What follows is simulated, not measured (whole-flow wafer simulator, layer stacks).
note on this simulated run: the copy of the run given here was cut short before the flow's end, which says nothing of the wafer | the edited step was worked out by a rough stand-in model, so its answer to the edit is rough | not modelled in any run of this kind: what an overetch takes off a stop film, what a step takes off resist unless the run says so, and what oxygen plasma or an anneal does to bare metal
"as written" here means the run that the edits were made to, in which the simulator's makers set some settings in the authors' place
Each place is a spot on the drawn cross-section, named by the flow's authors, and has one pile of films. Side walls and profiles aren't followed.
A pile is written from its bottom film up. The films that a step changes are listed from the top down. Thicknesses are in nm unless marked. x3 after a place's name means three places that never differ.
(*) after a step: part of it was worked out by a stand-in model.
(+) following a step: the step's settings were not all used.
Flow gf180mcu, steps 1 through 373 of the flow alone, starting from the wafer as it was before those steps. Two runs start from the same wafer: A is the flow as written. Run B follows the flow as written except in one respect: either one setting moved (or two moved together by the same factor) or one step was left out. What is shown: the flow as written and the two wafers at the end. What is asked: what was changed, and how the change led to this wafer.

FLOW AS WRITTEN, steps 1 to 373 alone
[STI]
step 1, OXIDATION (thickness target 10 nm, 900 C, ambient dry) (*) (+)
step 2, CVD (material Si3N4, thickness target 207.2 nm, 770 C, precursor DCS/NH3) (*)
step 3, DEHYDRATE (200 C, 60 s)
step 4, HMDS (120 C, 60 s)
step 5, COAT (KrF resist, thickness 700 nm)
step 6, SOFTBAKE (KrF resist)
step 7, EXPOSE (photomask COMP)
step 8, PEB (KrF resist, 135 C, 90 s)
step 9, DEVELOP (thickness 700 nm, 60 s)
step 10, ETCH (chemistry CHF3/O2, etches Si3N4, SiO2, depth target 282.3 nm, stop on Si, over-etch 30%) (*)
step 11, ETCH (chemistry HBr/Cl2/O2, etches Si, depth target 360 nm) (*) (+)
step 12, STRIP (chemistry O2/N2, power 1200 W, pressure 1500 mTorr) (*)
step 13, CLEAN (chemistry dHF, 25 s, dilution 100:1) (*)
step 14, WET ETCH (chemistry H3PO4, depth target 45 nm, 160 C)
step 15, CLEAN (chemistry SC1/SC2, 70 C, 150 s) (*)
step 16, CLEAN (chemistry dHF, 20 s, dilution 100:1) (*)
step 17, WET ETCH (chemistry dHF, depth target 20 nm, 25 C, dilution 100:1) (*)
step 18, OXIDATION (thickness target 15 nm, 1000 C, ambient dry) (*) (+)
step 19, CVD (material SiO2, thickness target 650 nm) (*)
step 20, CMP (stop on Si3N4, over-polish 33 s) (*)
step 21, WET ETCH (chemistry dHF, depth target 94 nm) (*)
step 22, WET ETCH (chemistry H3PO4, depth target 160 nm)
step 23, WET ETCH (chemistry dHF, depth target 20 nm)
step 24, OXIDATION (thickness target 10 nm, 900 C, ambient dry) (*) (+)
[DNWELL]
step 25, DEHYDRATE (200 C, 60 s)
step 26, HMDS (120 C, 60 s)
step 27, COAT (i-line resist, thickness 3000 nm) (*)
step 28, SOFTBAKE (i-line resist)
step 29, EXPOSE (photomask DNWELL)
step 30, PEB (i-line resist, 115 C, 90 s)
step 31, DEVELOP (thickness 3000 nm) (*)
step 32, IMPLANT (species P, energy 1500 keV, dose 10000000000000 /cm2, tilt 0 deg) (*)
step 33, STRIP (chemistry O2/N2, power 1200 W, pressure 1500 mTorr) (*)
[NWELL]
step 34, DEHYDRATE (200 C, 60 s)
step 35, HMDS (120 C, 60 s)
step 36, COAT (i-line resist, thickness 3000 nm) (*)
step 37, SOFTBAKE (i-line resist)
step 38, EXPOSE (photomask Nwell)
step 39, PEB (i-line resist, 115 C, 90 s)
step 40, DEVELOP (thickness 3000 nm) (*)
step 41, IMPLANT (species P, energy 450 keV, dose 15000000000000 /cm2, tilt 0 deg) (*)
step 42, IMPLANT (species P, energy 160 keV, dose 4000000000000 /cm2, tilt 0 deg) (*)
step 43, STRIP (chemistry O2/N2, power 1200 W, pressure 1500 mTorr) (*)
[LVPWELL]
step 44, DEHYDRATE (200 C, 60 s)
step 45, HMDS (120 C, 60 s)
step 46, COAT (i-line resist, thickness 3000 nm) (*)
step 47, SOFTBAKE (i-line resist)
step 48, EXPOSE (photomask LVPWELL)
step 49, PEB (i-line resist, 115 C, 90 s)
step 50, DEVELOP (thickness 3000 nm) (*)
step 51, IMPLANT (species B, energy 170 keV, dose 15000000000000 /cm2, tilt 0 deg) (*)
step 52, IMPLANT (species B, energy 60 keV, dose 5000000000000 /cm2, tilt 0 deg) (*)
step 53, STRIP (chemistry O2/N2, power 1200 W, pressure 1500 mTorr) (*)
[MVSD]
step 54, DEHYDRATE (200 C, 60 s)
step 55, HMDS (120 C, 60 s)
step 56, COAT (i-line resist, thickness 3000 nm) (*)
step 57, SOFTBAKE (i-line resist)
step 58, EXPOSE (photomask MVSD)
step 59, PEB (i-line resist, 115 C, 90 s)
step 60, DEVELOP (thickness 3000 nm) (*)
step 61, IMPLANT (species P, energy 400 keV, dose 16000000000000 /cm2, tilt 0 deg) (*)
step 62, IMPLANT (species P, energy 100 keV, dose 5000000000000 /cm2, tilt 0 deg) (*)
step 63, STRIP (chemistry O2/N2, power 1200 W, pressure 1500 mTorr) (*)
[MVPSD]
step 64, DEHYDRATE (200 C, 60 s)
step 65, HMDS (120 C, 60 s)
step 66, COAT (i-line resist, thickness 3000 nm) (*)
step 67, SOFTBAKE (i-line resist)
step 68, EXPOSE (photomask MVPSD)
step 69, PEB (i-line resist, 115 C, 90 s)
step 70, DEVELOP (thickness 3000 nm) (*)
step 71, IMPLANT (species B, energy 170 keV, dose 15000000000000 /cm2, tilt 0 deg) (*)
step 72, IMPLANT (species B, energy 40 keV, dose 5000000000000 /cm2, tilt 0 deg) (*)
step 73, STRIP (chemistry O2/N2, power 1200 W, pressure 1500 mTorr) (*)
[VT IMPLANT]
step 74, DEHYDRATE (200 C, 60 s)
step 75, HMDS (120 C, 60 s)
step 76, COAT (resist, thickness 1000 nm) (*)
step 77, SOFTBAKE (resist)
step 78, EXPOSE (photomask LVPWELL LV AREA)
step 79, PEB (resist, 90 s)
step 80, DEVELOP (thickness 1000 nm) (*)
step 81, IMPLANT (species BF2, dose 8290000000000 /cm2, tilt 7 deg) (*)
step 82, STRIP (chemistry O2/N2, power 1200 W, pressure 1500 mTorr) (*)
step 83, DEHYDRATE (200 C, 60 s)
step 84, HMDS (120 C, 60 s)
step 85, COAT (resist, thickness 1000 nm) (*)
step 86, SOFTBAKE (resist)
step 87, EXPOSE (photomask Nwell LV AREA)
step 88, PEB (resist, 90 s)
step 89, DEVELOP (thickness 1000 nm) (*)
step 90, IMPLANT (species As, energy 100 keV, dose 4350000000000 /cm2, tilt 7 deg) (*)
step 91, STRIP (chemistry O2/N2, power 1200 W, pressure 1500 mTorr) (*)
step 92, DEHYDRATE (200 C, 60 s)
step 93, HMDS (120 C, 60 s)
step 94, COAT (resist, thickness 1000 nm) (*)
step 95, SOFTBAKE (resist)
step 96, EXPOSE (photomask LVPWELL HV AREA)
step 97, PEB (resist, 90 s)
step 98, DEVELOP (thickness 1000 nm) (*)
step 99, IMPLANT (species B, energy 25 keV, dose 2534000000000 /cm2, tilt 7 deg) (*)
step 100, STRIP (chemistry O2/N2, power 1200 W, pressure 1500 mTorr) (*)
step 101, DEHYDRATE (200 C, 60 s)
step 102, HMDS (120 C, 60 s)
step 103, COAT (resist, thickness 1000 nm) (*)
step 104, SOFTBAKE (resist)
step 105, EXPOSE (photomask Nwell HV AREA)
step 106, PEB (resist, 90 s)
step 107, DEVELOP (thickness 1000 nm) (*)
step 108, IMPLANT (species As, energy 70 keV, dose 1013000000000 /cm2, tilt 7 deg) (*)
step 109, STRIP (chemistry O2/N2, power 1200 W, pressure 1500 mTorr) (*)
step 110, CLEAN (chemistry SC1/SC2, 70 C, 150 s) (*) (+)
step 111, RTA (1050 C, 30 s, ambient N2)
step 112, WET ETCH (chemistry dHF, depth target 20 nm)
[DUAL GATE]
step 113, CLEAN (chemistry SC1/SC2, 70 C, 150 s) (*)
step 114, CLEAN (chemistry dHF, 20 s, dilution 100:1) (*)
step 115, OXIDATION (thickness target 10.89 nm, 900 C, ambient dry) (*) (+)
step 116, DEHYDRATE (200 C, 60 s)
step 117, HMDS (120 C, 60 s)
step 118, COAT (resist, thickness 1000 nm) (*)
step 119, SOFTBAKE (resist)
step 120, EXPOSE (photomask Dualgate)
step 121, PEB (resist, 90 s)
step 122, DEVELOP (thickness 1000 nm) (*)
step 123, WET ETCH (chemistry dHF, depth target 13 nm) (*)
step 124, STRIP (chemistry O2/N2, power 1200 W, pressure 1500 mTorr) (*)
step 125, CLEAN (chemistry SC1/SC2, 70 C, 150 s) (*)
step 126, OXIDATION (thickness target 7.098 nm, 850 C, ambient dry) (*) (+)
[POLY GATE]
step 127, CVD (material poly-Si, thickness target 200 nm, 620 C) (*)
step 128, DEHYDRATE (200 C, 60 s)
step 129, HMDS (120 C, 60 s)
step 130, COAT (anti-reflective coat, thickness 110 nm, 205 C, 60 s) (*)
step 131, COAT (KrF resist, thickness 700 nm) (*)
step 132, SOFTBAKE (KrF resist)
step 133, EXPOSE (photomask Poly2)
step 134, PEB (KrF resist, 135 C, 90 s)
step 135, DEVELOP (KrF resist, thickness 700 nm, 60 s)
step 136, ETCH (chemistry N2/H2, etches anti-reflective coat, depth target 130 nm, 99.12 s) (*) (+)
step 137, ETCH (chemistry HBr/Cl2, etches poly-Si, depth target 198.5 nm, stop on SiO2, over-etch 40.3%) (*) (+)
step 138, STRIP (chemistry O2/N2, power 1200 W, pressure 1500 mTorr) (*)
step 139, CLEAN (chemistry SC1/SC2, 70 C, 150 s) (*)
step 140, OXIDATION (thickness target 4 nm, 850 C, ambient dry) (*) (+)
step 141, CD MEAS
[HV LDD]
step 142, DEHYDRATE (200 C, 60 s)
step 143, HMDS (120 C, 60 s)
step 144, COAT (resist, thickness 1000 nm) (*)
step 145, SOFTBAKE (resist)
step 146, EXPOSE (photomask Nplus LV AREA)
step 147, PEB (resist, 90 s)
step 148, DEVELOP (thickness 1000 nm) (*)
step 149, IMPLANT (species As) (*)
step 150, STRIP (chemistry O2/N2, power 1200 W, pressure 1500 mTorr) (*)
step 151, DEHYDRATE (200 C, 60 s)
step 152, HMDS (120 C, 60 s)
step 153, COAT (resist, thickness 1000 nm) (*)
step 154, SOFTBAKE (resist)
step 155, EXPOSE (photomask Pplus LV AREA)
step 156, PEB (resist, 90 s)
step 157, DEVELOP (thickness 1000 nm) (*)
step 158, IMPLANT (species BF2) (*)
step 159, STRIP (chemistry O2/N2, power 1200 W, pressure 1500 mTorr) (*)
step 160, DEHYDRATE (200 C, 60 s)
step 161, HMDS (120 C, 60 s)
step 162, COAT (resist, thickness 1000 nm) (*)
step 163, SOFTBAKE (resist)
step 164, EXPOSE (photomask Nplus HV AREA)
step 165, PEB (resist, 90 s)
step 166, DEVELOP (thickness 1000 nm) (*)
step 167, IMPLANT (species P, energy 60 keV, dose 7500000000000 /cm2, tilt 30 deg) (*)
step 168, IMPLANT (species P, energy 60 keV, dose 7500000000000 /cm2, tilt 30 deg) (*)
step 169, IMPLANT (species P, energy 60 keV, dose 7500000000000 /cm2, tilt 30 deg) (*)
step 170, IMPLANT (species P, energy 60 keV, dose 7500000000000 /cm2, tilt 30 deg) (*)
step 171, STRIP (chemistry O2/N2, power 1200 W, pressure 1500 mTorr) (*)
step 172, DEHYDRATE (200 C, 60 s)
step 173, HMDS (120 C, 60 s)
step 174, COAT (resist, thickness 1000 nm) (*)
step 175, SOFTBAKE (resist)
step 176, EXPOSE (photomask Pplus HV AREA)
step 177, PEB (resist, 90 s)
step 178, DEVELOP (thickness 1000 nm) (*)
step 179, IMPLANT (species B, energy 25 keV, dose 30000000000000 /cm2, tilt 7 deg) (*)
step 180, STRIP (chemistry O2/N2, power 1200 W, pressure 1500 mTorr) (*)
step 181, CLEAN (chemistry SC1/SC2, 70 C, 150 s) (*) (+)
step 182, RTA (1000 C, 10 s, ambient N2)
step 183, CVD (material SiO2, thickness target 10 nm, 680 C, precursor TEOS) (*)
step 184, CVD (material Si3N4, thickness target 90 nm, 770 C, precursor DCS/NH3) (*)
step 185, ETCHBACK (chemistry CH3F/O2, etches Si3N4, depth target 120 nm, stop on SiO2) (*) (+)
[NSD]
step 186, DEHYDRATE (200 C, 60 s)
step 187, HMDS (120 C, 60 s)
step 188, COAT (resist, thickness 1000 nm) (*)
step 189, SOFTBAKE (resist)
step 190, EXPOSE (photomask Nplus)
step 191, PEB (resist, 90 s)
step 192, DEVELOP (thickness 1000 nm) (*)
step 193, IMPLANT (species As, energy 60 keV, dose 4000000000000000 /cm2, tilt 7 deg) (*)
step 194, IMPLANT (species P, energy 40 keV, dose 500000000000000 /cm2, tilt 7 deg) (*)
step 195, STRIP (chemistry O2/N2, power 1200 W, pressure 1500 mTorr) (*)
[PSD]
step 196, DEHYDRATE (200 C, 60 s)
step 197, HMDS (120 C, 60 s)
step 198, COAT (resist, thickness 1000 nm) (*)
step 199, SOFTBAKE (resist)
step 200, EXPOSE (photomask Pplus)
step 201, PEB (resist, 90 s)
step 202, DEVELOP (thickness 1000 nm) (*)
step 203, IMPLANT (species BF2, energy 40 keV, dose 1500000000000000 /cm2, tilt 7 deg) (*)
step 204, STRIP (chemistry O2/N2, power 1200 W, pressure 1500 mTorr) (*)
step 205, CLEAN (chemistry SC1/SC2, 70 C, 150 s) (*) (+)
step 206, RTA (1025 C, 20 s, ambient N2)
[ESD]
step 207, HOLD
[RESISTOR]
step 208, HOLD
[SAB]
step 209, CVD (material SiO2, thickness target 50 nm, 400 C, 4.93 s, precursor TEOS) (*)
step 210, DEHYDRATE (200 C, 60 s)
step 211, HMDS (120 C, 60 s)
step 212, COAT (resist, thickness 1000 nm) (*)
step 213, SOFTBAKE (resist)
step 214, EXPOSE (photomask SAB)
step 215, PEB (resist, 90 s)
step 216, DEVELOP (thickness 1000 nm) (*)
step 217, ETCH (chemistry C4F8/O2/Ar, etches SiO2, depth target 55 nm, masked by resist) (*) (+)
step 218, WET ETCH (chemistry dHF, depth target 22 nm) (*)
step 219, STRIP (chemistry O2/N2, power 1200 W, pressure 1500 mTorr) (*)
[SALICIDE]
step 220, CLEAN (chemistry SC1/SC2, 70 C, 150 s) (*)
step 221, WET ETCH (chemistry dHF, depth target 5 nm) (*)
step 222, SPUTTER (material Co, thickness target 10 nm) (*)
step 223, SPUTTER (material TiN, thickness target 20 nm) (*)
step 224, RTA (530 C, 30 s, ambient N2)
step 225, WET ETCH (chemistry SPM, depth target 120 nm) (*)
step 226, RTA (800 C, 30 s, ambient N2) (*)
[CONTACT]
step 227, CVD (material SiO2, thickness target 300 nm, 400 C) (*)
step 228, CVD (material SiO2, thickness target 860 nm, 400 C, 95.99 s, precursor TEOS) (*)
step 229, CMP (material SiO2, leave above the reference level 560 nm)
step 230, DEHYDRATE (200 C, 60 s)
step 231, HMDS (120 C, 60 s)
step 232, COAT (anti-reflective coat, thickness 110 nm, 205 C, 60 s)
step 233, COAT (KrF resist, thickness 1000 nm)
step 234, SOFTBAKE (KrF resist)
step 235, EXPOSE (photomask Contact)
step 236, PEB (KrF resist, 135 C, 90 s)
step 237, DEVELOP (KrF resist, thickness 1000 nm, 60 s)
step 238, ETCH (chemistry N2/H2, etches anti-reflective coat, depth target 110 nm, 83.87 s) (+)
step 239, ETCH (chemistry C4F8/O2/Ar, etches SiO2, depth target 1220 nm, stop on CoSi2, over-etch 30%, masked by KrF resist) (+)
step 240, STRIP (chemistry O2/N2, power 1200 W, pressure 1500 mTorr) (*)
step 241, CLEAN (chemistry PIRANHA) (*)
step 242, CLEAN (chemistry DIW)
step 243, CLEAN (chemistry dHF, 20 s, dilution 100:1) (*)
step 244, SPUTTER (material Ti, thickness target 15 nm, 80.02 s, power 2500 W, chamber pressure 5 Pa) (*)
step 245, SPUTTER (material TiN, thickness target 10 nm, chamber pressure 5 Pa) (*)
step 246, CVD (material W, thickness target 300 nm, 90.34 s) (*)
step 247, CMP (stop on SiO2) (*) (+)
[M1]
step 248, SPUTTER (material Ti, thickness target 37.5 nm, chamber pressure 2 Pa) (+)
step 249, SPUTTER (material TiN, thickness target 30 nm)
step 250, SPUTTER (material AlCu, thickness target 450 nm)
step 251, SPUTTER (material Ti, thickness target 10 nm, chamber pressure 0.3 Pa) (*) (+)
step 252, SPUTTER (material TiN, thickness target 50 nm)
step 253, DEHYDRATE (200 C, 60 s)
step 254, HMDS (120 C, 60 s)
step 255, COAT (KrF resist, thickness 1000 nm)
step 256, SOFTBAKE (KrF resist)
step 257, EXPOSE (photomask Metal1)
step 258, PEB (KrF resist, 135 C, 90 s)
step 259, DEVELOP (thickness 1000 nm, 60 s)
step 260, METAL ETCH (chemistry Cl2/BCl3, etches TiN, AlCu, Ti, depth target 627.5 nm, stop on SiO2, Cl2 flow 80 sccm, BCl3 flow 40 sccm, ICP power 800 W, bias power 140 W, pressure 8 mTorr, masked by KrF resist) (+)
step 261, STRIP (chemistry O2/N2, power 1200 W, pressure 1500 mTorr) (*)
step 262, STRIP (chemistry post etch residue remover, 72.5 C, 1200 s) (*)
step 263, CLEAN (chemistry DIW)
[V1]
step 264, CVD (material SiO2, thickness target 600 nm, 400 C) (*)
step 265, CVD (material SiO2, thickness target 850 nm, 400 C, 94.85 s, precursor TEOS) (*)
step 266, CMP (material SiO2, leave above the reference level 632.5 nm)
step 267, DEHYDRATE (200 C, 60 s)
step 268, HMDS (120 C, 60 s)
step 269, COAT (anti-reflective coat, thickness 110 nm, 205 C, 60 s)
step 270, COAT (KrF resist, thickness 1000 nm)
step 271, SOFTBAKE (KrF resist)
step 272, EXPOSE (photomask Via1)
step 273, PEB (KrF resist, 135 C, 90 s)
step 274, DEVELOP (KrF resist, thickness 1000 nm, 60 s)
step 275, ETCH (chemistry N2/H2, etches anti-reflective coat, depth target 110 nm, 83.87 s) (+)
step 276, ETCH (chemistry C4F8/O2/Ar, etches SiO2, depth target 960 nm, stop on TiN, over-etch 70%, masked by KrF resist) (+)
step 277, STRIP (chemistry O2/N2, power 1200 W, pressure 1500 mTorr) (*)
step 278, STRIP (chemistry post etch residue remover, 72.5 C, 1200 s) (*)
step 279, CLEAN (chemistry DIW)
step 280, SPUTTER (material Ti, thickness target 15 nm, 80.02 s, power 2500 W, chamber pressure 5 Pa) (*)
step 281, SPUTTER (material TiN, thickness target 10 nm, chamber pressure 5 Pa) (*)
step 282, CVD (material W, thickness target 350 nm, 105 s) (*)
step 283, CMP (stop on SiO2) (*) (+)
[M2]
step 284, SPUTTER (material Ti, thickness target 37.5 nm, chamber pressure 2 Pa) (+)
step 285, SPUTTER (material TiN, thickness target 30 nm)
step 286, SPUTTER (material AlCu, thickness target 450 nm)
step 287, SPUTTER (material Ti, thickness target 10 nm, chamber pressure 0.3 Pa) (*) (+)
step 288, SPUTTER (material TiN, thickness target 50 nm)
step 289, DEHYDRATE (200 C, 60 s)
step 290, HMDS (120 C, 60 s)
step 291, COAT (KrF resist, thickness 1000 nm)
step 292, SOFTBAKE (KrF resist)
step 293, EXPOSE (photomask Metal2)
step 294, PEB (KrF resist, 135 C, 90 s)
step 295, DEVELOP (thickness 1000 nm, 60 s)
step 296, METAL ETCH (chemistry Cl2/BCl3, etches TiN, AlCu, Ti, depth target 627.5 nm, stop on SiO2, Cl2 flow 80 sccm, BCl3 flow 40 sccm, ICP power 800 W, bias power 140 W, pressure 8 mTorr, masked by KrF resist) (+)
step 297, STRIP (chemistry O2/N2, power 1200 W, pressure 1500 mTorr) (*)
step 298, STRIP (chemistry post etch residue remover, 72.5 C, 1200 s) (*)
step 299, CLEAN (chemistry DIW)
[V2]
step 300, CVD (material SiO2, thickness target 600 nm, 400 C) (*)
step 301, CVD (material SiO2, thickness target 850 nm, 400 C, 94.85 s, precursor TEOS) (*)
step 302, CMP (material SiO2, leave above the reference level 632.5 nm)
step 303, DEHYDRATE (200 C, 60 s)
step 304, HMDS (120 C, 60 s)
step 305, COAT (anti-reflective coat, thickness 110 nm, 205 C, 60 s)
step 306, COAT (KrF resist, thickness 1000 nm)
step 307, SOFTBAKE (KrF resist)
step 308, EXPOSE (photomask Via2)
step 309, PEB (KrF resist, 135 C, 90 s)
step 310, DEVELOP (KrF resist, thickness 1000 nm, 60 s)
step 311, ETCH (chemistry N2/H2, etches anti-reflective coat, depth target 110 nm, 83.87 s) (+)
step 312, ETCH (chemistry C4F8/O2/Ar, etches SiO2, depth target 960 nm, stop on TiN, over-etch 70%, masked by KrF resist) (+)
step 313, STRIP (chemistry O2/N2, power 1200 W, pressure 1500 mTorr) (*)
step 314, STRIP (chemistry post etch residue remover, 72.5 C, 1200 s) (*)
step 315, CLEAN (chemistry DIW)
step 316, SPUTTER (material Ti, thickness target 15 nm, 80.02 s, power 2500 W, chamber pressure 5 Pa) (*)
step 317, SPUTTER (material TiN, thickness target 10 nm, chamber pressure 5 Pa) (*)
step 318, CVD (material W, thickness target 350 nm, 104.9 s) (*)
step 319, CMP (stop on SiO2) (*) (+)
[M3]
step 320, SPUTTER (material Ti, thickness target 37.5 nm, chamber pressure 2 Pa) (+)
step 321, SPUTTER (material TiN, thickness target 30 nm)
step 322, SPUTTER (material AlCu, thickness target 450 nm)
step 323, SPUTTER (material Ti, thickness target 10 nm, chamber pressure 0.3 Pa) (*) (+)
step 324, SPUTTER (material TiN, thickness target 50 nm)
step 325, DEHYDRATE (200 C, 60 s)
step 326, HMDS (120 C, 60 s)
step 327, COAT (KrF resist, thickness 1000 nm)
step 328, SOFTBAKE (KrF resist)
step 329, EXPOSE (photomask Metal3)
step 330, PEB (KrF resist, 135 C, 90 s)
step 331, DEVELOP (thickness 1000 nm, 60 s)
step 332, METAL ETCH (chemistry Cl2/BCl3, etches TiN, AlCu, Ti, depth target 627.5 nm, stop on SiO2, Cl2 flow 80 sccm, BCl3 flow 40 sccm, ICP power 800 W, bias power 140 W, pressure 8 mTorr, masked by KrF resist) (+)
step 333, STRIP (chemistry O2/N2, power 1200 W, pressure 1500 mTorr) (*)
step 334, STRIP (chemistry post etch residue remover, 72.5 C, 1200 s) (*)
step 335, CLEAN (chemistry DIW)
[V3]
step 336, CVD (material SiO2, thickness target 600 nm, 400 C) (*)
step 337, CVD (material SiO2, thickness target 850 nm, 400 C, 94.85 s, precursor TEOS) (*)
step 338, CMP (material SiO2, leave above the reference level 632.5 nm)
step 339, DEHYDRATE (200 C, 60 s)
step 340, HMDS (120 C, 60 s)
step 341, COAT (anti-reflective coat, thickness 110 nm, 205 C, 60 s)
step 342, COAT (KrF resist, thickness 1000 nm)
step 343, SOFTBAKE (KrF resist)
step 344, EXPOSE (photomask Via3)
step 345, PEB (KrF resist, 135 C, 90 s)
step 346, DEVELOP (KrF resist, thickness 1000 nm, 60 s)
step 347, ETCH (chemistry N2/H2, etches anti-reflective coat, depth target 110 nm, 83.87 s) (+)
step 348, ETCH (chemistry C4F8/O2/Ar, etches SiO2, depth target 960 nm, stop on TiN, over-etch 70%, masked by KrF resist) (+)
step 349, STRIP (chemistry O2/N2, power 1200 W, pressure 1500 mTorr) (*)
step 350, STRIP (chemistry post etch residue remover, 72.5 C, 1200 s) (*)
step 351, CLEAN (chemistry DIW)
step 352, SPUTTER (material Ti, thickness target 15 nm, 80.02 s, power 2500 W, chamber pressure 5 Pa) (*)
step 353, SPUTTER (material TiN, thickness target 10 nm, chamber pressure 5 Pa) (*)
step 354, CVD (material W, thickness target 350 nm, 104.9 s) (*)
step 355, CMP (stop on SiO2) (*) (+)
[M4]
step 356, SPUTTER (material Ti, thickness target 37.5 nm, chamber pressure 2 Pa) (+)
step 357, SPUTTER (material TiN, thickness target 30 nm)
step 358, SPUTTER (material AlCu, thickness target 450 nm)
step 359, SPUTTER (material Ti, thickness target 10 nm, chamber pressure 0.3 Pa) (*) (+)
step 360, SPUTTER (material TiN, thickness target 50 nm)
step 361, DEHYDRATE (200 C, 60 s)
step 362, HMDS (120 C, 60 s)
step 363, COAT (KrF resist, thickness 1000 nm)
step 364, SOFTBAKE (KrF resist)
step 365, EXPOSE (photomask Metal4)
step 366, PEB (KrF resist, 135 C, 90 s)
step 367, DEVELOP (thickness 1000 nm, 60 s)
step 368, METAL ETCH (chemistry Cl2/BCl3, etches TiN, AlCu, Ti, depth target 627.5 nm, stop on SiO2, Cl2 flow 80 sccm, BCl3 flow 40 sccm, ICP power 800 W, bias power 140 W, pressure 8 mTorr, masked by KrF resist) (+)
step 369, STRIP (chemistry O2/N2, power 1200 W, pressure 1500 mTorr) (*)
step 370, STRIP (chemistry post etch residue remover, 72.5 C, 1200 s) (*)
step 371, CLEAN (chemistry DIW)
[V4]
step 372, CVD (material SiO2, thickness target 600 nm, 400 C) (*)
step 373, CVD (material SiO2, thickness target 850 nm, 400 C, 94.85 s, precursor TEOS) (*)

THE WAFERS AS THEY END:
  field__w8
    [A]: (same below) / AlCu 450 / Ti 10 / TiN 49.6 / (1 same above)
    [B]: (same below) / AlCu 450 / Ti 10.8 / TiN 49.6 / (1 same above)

What caused this: step 359, SPUTTER: thickness target 10.8 nm was run, whereas the flow has thickness target 10 nm.
The wafer itself shows it: field__w8 has Ti 10.8, and step 359 as written asks for 10 nm.

How this came from the change, step by step:
  step 359, SPUTTER (material Ti, thickness target 10 nm, chamber pressure 0.3 Pa) (*) (+)
      field, field__w1, field__w2 and 108 more: A +10 Ti (new film) | B +10.8 Ti (new film)
  step 368, METAL ETCH (chemistry Cl2/BCl3, etches TiN, AlCu, Ti, depth target 627.5 nm, stop on SiO2, Cl2 flow 80 sccm, BCl3 flow 40 sccm, ICP power 800 W, bias power 140 W, pressure 8 mTorr, masked by KrF resist) (+)
      field, field__w1, field__w2 and 103 more: A -50 TiN (all of it), -10 Ti (all of it), -450 AlCu (all of it), -30 TiN (all of it), -37.5 Ti (all of it) | B -50 TiN (all of it), -10.8 Ti (all of it), -450 AlCu (all of it), -30 TiN (all of it), -37.5 Ti (all of it)
